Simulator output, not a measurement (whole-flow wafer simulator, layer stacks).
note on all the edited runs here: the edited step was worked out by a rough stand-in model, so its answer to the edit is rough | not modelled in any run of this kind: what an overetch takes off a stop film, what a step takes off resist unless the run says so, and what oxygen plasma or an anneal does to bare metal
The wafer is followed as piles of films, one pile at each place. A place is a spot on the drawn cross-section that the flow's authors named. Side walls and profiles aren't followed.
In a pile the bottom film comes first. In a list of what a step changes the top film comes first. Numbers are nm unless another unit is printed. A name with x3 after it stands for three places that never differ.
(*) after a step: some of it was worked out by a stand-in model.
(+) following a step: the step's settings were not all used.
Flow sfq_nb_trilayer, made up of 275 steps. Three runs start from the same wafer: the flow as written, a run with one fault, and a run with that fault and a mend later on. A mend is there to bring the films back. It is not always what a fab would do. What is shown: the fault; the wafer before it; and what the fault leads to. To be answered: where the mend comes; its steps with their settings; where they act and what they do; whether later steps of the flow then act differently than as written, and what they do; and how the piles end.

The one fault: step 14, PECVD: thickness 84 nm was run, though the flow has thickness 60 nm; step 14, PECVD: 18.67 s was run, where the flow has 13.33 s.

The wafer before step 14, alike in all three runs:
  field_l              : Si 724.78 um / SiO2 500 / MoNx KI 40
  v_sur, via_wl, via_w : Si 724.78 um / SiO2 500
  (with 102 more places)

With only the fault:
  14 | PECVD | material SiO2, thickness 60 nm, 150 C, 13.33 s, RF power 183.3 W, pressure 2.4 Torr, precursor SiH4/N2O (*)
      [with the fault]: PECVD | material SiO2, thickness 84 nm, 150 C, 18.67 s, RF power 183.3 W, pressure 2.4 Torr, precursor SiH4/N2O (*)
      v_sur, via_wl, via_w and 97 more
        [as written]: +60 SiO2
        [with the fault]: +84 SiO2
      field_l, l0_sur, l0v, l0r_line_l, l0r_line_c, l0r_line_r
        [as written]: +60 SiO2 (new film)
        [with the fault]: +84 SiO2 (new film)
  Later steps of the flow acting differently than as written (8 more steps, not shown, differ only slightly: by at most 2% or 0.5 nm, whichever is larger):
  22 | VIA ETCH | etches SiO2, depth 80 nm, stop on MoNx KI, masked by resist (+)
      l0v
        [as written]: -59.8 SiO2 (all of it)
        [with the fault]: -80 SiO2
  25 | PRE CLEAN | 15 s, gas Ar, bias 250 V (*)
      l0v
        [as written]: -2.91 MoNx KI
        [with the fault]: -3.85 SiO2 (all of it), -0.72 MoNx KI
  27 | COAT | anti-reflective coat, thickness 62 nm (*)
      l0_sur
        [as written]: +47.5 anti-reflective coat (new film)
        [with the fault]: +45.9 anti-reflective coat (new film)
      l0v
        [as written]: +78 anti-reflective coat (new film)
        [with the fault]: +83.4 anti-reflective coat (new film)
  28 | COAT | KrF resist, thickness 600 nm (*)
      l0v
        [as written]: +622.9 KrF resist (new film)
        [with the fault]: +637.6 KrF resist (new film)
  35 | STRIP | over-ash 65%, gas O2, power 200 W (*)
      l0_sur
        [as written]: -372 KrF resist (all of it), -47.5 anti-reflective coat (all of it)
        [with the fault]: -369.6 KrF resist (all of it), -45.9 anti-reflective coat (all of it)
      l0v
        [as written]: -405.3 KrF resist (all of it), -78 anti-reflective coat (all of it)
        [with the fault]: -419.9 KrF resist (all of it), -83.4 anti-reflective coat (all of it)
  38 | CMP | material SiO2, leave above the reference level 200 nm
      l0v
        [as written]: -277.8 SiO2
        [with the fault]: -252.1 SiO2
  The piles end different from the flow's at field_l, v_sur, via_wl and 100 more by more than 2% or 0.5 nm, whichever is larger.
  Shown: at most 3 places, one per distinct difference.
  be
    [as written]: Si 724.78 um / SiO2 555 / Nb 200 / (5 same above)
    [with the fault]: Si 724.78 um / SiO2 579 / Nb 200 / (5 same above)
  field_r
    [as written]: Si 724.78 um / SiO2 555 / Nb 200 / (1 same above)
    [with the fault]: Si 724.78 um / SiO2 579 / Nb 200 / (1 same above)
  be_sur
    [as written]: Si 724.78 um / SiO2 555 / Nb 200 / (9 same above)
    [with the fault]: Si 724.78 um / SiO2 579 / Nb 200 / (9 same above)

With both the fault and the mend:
  The mend stands after step 20.
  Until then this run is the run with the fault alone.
  20a | STRIP | over-ash 65%, gas O2, power 200 W (*)
      p4_fl x3, p4_w1 x9, p4_g1 x2 and 59 more
        -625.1 KrF resist (all of it), -62 anti-reflective coat (all of it)
      ce_l, c5j, ce_r, sp_r, be_r, r_sur
        -632 KrF resist (all of it), -63.7 anti-reflective coat (all of it)
      gap, jj_sur, res
        -632.1 KrF resist (all of it), -63.7 anti-reflective coat (all of it)
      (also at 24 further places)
  20b | VIA ETCH | etches SiO2, depth 24 nm
      field_l, v_sur, via_wl and 103 more
        -24 SiO2
  20c | COAT | anti-reflective coat, thickness 62 nm (*) (the flow's step 15, run once more)
      p4_fl x3, p4_w1 x9, p4_g1 x2 and 59 more
        +62 anti-reflective coat (new film)
      be_sur, gap, jj_sur and 8 more
        +63.7 anti-reflective coat (new film)
      wire, be, moat, field_r
        +63.8 anti-reflective coat (new film)
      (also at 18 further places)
  20d | COAT | KrF resist, thickness 650 nm (*) (the flow's step 16, run once more)
      p4_fl x3, p4_w1 x9, p4_g1 x2 and 59 more
        +650 KrF resist (new film)
      ce_l, c5j, ce_r, sp_r, be_r
        +656.9 KrF resist (new film)
      gap, jj_sur, r_sur, res
        +657 KrF resist (new film)
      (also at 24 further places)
  20e | SOFTBAKE | KrF resist (the flow's step 17, run once more)
      leaves every film unchanged at each place that is followed
  20f | EXPOSE | photomask L0V, dose 12.41 mJ/cm2, NA 0.6, wavelength 248 nm (*) (the flow's step 18, run once more)
      leaves every film unchanged at each place that is followed
  20g | PEB | KrF resist, 90 s (the flow's step 19, run once more)
      p4_fl x3, p4_w1 x9, p4_g1 x2 and 59 more
        -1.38 KrF resist
      via_v, wire, be and 15 more
        -1.39 KrF resist
      v_sur, via_w, via_wr, via_sp, lsp_m, ln_m6, lsp_r
        -1.4 KrF resist
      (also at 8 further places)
  20h | DEVELOP | KrF resist, thickness 650 nm, 60 s (the flow's step 20, run once more)
      field_l, v_sur, via_wl and 102 more
        -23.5 KrF resist
      l0v
        -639 KrF resist (all of it)
  None of the later steps of the flow differs from how it acts as written, at any place that is followed, by more than 2% or 0.5 nm, whichever is larger.
  By the end, the piles equal the flow's at every place that both follow.
